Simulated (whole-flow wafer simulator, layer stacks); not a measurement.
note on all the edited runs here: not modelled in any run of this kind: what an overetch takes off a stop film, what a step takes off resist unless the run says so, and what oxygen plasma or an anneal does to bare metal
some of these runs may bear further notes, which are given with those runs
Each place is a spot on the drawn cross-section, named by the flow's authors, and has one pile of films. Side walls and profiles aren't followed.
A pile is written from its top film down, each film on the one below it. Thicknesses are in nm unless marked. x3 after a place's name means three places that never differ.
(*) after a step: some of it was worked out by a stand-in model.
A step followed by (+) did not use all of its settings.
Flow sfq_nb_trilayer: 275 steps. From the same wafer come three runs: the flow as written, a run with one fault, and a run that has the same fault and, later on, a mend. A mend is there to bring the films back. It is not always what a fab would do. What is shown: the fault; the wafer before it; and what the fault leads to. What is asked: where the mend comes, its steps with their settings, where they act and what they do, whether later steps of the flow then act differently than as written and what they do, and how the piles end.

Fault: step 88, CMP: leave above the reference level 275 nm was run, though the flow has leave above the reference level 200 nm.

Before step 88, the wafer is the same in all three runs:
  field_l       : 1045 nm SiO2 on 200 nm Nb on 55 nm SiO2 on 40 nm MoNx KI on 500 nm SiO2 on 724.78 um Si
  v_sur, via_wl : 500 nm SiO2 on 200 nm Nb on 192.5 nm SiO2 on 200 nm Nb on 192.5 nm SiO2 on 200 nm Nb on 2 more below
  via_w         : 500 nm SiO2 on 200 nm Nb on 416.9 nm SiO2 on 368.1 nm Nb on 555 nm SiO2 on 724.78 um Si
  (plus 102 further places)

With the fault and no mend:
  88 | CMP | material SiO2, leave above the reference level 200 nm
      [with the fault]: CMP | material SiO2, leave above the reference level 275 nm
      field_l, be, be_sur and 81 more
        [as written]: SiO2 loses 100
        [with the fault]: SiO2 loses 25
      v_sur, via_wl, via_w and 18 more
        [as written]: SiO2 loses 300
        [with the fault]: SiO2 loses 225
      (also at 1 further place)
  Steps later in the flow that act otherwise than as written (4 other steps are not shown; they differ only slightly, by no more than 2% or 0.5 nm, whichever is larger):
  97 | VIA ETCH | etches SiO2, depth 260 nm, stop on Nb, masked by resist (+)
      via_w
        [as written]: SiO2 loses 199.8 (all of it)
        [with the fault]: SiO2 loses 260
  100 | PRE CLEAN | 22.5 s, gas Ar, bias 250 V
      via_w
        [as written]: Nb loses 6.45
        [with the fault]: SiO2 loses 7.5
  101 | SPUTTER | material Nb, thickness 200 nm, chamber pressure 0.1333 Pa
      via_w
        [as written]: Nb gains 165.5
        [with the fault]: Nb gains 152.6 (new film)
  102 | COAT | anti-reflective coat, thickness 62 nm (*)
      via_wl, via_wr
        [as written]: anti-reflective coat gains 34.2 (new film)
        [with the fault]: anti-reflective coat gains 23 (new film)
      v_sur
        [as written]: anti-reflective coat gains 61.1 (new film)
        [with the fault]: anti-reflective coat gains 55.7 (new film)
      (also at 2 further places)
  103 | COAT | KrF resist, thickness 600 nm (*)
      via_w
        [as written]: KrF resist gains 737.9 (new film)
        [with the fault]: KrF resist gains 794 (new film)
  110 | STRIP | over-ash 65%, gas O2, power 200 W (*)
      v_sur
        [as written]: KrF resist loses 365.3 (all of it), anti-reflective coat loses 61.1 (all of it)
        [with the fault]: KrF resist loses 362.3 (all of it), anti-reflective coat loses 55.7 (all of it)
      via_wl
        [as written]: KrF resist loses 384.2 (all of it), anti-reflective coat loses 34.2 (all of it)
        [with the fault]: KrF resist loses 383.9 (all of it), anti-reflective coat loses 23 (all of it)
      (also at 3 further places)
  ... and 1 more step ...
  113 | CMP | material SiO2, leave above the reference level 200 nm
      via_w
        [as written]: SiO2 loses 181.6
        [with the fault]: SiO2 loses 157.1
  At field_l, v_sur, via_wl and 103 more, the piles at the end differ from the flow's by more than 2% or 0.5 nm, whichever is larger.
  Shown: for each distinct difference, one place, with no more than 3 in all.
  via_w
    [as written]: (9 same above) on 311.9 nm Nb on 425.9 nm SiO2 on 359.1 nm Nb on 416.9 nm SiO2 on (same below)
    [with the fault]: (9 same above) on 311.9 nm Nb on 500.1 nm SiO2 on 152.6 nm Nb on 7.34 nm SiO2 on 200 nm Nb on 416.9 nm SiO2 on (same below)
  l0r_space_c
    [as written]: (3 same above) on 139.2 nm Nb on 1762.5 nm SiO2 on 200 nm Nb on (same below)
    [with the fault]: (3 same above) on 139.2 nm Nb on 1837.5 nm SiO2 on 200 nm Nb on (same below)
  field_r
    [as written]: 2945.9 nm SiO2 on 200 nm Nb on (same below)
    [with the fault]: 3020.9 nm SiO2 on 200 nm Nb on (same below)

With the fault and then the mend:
  The mend stands after step 89.
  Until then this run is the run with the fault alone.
  89a | CMP | material SiO2, leave above the reference level 200 nm (a further turn of the flow's step 88)
      field_l, v_sur, via_wl and 103 more
        SiO2 loses 75
  Later steps of the flow that are run all act as written at every place that is followed.
  At every place that both follow, the piles at the end match the flow's.
